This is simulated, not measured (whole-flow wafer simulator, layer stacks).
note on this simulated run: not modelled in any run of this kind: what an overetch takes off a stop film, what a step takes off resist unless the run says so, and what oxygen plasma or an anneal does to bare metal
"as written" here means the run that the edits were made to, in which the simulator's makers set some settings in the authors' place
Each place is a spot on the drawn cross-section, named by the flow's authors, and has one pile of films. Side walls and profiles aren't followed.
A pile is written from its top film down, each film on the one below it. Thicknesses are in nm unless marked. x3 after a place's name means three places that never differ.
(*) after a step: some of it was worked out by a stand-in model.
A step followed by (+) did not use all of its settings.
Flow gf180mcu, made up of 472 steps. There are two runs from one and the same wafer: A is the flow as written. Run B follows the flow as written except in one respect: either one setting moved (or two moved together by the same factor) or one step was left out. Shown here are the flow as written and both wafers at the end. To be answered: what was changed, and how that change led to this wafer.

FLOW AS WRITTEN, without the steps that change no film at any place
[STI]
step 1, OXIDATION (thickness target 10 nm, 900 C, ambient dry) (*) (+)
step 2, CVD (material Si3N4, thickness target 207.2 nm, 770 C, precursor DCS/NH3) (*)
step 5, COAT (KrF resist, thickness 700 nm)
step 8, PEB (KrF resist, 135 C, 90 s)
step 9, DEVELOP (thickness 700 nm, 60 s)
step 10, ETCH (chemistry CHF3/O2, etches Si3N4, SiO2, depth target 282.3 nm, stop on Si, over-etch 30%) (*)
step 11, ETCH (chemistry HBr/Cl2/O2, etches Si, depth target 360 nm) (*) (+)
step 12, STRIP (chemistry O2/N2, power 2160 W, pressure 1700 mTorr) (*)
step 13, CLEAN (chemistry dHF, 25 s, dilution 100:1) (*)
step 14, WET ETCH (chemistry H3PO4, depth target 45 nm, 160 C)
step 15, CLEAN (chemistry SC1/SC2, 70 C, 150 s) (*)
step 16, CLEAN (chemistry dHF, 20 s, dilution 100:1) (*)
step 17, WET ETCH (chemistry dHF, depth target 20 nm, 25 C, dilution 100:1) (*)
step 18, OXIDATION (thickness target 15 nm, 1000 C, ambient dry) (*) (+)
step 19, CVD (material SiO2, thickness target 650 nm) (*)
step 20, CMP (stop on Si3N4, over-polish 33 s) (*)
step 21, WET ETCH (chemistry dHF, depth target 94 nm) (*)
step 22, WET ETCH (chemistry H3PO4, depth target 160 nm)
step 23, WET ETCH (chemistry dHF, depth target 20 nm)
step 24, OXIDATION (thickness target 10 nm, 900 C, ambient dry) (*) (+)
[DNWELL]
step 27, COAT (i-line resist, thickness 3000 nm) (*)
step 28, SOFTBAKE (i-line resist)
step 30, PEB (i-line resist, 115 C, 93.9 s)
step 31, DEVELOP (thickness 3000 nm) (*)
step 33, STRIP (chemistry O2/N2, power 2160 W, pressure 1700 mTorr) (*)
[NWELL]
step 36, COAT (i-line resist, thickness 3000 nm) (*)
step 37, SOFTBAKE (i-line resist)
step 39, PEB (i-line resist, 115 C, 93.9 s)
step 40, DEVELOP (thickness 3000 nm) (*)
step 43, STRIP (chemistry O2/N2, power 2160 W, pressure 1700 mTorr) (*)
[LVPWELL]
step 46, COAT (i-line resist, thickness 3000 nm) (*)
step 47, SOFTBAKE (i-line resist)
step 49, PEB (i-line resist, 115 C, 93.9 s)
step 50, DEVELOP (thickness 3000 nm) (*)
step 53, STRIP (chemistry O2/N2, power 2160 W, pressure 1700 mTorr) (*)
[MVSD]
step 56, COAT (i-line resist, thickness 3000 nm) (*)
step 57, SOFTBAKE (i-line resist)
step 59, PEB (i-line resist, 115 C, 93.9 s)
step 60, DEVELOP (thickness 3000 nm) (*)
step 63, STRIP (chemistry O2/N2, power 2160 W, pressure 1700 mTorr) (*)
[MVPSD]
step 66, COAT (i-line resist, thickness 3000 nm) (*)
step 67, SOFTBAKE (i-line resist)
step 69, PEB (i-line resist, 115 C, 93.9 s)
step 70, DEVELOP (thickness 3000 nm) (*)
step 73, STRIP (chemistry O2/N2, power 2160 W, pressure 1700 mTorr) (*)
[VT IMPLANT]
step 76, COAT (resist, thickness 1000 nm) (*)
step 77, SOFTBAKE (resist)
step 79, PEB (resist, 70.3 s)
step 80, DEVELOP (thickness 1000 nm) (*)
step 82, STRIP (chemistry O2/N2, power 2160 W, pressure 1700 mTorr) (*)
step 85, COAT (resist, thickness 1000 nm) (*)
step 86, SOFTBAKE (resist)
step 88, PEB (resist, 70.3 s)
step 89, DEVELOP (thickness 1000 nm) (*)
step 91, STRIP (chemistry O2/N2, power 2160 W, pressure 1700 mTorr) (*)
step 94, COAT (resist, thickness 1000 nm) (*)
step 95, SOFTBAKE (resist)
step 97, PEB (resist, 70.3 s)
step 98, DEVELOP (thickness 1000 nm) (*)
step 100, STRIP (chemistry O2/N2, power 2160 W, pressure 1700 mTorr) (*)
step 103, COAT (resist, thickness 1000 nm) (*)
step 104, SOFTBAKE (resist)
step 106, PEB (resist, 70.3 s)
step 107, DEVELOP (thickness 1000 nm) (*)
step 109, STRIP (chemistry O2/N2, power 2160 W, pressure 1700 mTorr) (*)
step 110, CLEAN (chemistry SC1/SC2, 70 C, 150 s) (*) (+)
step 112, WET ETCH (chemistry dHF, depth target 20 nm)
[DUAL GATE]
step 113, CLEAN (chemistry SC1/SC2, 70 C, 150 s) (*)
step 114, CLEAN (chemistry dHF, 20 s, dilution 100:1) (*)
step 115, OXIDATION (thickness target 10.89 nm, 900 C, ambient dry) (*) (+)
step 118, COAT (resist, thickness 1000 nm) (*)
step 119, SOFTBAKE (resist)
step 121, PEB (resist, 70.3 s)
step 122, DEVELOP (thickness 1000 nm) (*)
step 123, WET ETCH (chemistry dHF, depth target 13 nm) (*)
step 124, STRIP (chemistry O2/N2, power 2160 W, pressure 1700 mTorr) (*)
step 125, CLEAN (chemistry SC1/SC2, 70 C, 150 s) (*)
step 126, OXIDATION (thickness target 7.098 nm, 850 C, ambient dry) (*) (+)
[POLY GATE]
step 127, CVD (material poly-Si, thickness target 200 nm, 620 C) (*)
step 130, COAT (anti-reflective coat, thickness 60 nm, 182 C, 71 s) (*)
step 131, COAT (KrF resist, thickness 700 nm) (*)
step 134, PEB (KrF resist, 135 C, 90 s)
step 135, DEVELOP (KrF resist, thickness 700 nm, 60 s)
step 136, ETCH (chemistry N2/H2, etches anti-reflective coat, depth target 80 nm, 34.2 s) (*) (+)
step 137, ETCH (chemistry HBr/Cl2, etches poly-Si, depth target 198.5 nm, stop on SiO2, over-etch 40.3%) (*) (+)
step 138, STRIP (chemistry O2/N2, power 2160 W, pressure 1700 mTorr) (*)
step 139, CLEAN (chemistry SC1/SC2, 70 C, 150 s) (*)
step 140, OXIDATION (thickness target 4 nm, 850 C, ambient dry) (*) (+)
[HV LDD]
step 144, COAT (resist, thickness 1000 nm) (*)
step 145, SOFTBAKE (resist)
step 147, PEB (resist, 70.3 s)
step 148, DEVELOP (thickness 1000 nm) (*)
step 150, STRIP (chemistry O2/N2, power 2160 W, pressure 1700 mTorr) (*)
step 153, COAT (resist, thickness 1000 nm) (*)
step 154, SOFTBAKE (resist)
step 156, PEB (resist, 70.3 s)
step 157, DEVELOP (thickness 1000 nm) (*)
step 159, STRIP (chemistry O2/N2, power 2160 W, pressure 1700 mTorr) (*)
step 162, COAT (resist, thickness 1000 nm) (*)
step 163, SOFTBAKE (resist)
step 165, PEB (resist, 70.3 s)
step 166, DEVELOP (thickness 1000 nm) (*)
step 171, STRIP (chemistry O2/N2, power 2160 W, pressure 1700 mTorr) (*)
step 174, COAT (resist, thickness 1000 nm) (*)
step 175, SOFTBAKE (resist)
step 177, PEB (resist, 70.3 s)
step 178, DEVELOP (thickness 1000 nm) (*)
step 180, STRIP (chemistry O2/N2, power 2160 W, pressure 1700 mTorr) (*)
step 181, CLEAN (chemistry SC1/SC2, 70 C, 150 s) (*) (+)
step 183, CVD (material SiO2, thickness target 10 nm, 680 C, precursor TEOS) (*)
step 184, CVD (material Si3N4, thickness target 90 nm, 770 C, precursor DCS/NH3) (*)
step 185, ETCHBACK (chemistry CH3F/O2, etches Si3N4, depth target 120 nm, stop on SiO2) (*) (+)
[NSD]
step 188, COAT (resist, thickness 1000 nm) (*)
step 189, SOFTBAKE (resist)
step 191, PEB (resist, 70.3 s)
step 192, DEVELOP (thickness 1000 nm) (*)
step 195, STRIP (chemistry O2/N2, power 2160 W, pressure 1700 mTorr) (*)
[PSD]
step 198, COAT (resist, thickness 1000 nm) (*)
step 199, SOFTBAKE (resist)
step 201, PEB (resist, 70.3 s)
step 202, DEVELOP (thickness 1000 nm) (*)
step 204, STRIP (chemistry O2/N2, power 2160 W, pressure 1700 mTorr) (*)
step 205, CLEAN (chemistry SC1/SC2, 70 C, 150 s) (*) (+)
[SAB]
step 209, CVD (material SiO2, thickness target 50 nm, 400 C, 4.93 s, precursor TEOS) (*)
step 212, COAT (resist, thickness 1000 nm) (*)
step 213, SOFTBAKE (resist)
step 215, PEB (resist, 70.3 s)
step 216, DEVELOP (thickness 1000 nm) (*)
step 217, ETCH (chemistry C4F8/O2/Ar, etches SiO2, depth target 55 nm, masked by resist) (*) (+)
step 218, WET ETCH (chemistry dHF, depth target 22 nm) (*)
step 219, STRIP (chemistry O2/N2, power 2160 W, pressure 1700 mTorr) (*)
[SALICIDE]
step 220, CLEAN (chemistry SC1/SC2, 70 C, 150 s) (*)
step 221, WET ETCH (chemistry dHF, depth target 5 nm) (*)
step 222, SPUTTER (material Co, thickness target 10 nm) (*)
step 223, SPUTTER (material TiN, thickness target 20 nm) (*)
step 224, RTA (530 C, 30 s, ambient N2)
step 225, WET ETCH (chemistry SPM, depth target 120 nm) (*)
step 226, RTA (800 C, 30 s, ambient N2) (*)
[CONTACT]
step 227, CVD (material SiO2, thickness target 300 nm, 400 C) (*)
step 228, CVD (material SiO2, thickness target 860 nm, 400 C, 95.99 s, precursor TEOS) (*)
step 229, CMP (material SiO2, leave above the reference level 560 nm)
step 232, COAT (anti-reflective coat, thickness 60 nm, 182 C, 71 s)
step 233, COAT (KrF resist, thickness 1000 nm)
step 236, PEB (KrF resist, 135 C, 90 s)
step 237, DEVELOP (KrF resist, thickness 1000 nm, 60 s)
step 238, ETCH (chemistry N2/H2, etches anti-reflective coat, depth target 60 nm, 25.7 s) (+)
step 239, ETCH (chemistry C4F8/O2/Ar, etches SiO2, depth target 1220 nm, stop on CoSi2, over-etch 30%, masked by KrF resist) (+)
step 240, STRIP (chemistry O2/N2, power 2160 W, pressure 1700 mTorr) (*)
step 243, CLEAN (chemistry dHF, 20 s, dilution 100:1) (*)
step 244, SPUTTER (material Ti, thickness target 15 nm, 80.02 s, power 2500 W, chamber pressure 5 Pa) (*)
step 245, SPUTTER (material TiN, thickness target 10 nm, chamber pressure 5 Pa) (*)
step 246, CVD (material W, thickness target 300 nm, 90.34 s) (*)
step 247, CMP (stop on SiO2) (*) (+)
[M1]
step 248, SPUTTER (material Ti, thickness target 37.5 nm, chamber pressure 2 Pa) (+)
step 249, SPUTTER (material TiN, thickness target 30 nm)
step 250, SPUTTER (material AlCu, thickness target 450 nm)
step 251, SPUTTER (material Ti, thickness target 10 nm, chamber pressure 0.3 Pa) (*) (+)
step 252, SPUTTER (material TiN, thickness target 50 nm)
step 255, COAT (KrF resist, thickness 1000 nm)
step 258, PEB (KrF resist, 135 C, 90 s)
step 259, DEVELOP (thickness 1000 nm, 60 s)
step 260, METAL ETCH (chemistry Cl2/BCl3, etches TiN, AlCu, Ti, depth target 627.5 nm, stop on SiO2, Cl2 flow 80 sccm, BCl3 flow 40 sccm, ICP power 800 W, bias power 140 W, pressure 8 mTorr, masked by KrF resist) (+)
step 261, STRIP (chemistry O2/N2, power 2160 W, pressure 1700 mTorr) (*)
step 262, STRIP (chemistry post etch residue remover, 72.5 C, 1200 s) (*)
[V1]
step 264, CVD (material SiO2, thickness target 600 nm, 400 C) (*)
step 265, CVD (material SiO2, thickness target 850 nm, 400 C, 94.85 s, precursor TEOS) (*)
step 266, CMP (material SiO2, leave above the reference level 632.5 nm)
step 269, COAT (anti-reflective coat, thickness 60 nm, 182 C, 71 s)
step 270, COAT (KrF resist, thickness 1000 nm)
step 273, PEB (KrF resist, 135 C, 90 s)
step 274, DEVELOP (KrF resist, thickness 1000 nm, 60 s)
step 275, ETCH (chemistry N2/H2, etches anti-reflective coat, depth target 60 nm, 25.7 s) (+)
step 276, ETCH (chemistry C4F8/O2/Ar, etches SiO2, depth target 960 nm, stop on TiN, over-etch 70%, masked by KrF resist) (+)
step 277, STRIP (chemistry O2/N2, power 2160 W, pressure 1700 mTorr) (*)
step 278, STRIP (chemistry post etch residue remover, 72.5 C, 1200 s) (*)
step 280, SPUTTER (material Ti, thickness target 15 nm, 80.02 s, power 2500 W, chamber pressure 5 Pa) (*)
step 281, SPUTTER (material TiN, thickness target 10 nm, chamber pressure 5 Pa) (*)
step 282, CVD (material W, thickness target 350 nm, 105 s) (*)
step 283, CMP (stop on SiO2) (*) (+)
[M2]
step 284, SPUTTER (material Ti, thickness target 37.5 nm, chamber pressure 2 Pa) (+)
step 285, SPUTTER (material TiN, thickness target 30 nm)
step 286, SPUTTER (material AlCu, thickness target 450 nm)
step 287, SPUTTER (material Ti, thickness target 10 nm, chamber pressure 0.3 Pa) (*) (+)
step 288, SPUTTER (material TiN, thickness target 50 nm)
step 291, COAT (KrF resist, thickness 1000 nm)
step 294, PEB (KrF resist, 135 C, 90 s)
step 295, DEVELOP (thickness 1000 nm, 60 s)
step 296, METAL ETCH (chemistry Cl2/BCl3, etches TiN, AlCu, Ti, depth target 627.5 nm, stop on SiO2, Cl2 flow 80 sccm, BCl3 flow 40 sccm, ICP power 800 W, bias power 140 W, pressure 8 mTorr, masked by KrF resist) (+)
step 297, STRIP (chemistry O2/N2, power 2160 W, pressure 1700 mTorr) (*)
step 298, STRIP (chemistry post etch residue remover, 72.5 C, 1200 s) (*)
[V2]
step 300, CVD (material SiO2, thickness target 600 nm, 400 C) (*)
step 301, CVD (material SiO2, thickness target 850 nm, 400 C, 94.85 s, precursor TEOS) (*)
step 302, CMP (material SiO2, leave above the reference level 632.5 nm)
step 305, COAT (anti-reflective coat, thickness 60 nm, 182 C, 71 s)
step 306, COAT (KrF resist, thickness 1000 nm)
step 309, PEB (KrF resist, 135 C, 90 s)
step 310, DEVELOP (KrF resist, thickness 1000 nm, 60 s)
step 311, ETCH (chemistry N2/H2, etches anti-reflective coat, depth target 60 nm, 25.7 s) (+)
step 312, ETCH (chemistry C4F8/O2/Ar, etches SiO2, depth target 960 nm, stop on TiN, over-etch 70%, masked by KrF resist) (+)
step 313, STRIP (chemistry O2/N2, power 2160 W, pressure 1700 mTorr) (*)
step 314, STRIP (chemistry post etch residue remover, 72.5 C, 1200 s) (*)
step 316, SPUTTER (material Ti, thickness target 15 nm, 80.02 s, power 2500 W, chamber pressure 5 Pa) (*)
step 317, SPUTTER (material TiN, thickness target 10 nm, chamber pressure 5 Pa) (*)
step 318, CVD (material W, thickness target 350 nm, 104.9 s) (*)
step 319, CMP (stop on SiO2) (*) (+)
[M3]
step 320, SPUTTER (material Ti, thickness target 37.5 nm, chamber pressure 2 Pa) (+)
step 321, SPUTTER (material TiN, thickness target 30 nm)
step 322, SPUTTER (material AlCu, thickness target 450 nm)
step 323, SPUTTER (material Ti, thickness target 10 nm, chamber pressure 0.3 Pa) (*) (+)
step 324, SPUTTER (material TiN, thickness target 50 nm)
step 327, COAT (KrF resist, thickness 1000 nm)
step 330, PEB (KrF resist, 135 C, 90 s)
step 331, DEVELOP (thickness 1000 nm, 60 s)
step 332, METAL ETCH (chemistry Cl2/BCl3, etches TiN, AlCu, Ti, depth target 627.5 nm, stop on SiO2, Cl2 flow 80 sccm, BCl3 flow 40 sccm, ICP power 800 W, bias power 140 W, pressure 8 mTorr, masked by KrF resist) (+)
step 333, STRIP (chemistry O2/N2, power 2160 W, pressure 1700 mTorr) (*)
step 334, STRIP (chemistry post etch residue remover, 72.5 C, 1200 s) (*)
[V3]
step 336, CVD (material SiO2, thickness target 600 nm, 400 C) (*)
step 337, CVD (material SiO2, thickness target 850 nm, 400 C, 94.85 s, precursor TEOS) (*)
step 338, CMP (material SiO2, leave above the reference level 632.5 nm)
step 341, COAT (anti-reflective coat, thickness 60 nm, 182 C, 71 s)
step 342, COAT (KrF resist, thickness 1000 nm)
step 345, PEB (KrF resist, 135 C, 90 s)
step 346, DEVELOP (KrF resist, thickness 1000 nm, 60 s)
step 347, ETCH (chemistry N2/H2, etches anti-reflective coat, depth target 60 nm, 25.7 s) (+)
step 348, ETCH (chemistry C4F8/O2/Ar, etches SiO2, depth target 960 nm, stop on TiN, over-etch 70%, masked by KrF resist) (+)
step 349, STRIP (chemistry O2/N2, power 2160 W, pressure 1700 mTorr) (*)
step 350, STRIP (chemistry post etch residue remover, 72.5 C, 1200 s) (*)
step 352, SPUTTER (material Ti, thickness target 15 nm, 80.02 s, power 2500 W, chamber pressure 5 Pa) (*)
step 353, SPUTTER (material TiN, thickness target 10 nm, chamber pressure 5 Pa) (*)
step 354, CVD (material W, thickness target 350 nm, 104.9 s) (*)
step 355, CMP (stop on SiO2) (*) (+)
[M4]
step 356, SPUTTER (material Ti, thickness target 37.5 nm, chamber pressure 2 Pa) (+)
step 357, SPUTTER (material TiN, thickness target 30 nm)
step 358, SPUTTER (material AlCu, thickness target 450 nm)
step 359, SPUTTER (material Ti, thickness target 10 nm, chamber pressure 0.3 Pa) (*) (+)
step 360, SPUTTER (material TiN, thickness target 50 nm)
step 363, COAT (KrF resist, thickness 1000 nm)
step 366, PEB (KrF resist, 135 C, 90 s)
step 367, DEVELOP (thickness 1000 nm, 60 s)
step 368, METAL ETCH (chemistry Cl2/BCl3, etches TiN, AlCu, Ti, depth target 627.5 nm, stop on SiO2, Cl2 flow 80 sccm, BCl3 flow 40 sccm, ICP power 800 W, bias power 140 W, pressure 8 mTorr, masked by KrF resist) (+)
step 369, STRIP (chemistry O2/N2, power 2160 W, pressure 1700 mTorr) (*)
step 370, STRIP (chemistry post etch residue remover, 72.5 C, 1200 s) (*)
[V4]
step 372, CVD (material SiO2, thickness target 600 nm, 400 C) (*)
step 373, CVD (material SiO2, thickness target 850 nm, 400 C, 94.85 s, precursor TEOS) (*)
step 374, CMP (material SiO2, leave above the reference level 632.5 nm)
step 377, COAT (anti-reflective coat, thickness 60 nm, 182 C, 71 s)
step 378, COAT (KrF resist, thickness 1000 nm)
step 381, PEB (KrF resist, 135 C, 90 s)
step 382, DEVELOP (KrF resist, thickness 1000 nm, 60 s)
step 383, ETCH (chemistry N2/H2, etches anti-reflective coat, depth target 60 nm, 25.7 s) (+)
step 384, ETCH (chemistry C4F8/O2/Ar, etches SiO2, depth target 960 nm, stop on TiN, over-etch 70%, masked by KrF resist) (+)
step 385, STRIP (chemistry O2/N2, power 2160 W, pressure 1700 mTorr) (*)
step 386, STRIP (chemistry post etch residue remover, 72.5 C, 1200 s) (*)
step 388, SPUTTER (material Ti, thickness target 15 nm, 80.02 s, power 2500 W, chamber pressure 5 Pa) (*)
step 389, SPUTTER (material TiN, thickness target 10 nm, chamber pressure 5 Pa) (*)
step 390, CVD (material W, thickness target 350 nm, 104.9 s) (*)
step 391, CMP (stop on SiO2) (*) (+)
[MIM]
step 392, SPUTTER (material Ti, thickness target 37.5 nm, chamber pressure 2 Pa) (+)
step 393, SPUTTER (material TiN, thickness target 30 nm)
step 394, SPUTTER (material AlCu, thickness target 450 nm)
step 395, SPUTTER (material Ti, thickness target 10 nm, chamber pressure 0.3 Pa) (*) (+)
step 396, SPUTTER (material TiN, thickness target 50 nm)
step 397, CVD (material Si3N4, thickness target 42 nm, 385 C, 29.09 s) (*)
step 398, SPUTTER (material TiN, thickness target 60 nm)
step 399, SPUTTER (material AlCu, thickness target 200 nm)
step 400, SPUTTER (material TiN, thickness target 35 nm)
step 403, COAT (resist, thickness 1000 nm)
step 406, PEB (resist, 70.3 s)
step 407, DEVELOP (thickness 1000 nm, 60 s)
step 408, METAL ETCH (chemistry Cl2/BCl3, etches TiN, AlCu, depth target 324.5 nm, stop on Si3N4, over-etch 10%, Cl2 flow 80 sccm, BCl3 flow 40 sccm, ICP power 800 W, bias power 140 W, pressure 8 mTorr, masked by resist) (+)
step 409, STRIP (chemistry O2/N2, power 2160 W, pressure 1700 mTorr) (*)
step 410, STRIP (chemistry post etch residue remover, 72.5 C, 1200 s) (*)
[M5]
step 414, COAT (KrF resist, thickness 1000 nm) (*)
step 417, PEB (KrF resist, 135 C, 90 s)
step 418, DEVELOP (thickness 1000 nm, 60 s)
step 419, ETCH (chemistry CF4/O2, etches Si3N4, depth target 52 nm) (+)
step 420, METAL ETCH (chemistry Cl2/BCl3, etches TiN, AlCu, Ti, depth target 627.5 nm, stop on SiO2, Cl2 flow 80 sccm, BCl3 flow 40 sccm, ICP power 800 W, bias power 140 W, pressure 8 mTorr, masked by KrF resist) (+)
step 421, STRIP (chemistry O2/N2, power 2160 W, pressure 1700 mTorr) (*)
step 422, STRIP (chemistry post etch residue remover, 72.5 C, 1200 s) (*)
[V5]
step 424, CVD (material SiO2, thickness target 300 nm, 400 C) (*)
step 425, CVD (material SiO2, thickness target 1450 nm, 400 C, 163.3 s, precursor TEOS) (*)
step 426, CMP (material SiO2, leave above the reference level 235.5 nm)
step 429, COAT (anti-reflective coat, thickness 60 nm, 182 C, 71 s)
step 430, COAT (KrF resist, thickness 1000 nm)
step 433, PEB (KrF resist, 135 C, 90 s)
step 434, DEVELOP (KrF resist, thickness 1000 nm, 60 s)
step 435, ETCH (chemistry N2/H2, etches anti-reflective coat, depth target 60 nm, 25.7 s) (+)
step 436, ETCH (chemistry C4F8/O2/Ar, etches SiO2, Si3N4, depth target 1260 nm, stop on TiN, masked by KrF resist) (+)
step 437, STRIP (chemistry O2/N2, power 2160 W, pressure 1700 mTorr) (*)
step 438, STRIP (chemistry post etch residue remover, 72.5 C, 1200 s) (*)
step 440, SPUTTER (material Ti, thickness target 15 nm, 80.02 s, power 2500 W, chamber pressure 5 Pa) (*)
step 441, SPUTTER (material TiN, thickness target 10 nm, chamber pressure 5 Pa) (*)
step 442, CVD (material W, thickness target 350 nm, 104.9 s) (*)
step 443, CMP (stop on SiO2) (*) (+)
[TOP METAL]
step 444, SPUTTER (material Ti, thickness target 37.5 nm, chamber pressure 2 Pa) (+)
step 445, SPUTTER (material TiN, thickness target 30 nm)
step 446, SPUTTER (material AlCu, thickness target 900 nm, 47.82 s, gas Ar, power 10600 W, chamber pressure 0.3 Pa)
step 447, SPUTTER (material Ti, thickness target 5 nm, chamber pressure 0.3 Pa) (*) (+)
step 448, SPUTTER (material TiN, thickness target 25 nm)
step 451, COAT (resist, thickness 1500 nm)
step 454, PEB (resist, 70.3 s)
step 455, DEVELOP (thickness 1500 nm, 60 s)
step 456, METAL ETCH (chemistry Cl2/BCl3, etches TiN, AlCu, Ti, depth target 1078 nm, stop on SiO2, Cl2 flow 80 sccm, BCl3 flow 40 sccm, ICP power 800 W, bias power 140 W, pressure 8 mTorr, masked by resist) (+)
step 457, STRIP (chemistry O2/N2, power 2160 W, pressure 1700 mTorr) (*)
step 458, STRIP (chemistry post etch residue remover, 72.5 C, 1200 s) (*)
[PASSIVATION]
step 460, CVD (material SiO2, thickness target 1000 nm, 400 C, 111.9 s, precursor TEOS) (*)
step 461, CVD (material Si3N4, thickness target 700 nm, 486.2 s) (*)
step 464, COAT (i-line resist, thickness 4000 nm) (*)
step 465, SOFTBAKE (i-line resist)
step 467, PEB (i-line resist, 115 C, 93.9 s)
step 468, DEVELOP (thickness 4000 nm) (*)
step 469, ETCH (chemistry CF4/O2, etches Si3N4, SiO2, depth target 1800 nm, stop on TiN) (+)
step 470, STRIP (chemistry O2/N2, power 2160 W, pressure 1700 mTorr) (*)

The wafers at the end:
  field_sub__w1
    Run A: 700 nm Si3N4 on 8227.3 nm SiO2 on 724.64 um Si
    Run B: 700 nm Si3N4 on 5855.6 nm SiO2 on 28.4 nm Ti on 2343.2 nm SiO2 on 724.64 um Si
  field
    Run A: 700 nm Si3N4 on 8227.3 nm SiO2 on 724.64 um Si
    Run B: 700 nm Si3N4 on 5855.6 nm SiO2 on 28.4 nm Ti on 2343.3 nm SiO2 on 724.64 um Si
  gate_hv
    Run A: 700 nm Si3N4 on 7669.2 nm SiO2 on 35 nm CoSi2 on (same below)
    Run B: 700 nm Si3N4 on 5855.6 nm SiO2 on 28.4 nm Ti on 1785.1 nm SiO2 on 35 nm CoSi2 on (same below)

Cause: step 296, METAL ETCH: depth target 549.1 nm was run, while the flow as written has depth target 627.5 nm.

Step by step, how the change led to this:
  step 296, METAL ETCH (chemistry Cl2/BCl3, etches TiN, AlCu, Ti, depth target 627.5 nm, stop on SiO2, Cl2 flow 80 sccm, BCl3 flow 40 sccm, ICP power 800 W, bias power 140 W, pressure 8 mTorr, masked by KrF resist) (+)
      field, field__w1, field__w2 and 103 more: A TiN loses 50 (all of it), Ti loses 10 (all of it), AlCu loses 450 (all of it), TiN loses 30 (all of it), Ti loses 37.5 (all of it) | B TiN loses 50 (all of it), Ti loses 10 (all of it), AlCu loses 450 (all of it), TiN loses 30 (all of it), Ti loses 9.1
      field__w8, contact, m1, m1__w1, m1_nw: A KrF resist loses 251 | B KrF resist loses 219.6
  step 297, STRIP (chemistry O2/N2, power 2160 W, pressure 1700 mTorr) (*)
      field__w8, contact, m1, m1__w1, m1_nw: A KrF resist loses 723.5 (all of it) | B KrF resist loses 754.9 (all of it)
  step 300, CVD (material SiO2, thickness target 600 nm, 400 C) (*)
      field, field__w1, field__w2 and 103 more: A SiO2 gains 600 | B SiO2 gains 600 (new film)
  step 302, CMP (material SiO2, leave above the reference level 632.5 nm)
      field, field__w1, field__w2 and 103 more: A SiO2 loses 300 | B SiO2 loses 328.4
Taking metal films that touch as one body, field_sub__w1 has 1 body; the flow as written gives 0 bodies.
Taking metal films that touch as one body, field has 1 body; the flow as written gives 0 bodies.
Taking metal films that touch as one body, gate_hv has 2 bodies (between them, from the top down: SiO2 1785.1); the flow as written gives 1 body.
